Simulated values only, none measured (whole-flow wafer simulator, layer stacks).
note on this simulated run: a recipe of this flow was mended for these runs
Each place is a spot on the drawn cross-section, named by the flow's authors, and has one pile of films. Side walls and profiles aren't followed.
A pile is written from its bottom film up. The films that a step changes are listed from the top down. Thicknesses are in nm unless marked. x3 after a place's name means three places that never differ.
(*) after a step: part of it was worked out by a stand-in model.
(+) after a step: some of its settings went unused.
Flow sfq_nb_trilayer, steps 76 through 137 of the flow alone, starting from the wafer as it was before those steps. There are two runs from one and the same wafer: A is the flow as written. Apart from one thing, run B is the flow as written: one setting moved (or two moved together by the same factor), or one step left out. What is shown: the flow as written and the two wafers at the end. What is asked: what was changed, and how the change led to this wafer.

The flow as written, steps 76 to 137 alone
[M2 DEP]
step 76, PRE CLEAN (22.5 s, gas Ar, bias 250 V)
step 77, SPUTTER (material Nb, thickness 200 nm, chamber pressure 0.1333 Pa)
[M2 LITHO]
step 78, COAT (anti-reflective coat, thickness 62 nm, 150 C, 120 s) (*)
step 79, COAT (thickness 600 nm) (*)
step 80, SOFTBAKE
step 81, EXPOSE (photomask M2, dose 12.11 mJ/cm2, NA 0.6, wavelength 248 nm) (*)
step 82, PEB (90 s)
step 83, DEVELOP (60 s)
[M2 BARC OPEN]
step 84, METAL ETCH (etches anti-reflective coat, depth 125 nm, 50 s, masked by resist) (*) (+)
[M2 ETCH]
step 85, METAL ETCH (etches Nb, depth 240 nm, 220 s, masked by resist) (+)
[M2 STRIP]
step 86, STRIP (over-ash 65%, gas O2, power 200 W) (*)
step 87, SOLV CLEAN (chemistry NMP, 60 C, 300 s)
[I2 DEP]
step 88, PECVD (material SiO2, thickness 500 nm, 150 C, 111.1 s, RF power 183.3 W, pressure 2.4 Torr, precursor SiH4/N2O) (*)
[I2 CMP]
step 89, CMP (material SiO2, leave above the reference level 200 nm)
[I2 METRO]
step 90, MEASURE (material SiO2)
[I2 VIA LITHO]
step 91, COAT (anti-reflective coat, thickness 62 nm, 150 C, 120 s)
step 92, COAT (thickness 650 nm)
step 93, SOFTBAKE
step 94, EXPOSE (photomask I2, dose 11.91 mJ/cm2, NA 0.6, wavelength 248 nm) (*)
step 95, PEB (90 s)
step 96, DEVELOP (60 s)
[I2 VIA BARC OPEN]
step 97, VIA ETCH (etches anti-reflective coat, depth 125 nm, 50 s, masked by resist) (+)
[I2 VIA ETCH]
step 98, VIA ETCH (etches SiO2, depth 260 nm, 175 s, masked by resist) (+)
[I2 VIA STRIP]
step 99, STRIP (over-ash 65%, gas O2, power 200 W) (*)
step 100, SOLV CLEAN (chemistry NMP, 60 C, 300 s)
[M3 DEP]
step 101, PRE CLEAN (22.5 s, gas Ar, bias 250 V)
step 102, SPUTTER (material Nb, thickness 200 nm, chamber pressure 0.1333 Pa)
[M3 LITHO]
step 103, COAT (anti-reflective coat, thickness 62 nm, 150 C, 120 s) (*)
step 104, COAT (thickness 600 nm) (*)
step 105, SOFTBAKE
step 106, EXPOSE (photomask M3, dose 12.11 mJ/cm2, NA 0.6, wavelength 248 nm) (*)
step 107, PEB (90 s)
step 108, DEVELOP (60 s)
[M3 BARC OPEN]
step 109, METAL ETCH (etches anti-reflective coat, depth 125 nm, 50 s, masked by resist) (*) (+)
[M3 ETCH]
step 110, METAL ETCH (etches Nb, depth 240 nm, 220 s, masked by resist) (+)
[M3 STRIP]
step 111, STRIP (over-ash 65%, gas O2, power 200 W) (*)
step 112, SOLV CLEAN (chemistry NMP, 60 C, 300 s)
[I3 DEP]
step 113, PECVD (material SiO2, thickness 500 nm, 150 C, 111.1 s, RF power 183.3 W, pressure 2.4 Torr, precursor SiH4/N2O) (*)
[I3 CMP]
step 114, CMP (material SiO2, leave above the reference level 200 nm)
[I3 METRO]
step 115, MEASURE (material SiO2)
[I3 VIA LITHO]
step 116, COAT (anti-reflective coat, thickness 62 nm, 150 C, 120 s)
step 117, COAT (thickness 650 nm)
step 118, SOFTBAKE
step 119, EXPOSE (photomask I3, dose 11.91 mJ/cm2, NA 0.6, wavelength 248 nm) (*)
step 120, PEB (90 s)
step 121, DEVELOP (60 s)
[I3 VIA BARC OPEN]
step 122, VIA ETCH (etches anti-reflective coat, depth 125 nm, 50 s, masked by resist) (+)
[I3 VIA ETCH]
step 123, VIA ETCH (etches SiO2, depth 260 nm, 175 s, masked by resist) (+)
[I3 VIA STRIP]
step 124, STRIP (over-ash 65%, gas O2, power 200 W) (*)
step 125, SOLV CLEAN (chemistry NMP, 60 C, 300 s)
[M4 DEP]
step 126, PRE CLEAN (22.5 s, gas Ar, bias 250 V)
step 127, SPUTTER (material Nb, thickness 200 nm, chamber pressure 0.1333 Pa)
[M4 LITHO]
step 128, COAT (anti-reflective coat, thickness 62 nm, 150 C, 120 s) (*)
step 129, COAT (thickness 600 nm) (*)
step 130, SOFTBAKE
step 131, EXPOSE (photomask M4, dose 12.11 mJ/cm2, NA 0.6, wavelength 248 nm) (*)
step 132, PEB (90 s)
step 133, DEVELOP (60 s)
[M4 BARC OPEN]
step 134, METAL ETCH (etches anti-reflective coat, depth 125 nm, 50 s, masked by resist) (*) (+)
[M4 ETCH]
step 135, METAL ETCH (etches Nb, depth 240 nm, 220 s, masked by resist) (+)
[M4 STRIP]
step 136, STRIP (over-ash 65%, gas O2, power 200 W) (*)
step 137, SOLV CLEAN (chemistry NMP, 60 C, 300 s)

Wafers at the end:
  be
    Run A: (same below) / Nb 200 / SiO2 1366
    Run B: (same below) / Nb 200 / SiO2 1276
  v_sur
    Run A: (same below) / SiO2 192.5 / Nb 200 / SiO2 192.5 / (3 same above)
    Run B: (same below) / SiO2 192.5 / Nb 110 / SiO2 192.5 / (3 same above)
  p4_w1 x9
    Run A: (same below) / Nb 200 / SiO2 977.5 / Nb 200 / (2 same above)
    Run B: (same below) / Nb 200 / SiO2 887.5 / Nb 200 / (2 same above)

The reason: step 77, SPUTTER: thickness 110 nm was run, while the flow as written has thickness 200 nm.
The wafer itself shows it: v_sur has Nb 110, and step 77 as written asks for 200 nm.

Step by step, how the change led to this:
  step 77, SPUTTER (material Nb, thickness 200 nm, chamber pressure 0.1333 Pa)
      field_l, v_sur, via_wl and 102 more: A Nb gains 200 (new film) | B Nb gains 110 (new film)
      via_v: A Nb gains 172.8 | B Nb gains 95.8
  step 78, COAT (anti-reflective coat, thickness 62 nm, 150 C, 120 s) (*)
      via_v: A anti-reflective coat gains 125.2 (new film) | B anti-reflective coat gains 121.2 (new film)
      wire: A anti-reflective coat gains 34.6 (new film) | B anti-reflective coat gains 33.6 (new film)
  step 85, METAL ETCH (etches Nb, depth 240 nm, 220 s, masked by resist) (+)
      field_l, be, be_sur and 81 more: A Nb loses 200 (all of it), SiO2 loses 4 | B Nb loses 110 (all of it), SiO2 loses 13
  step 86, STRIP (over-ash 65%, gas O2, power 200 W) (*)
      via_v: A KrF-resist-other-grade loses 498 (all of it), anti-reflective coat loses 125.2 (all of it) | B KrF-resist-other-grade loses 490.2 (all of it), anti-reflective coat loses 121.2 (all of it)
      wire: A KrF-resist-other-grade loses 369.7 (all of it), anti-reflective coat loses 34.6 (all of it) | B KrF-resist-other-grade loses 371.1 (all of it), anti-reflective coat loses 33.6 (all of it)
  step 88, PECVD (material SiO2, thickness 500 nm, 150 C, 111.1 s, RF power 183.3 W, pressure 2.4 Torr, precursor SiH4/N2O) (*)
      via_v: A SiO2 gains 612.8 (new film) | B SiO2 gains 590.3 (new film)
  step 89, CMP (material SiO2, leave above the reference level 200 nm)
      field_l, be, be_sur and 81 more: A SiO2 loses 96 | B SiO2 loses 177
      via_v: A SiO2 loses 181.6 | B SiO2 loses 172.2
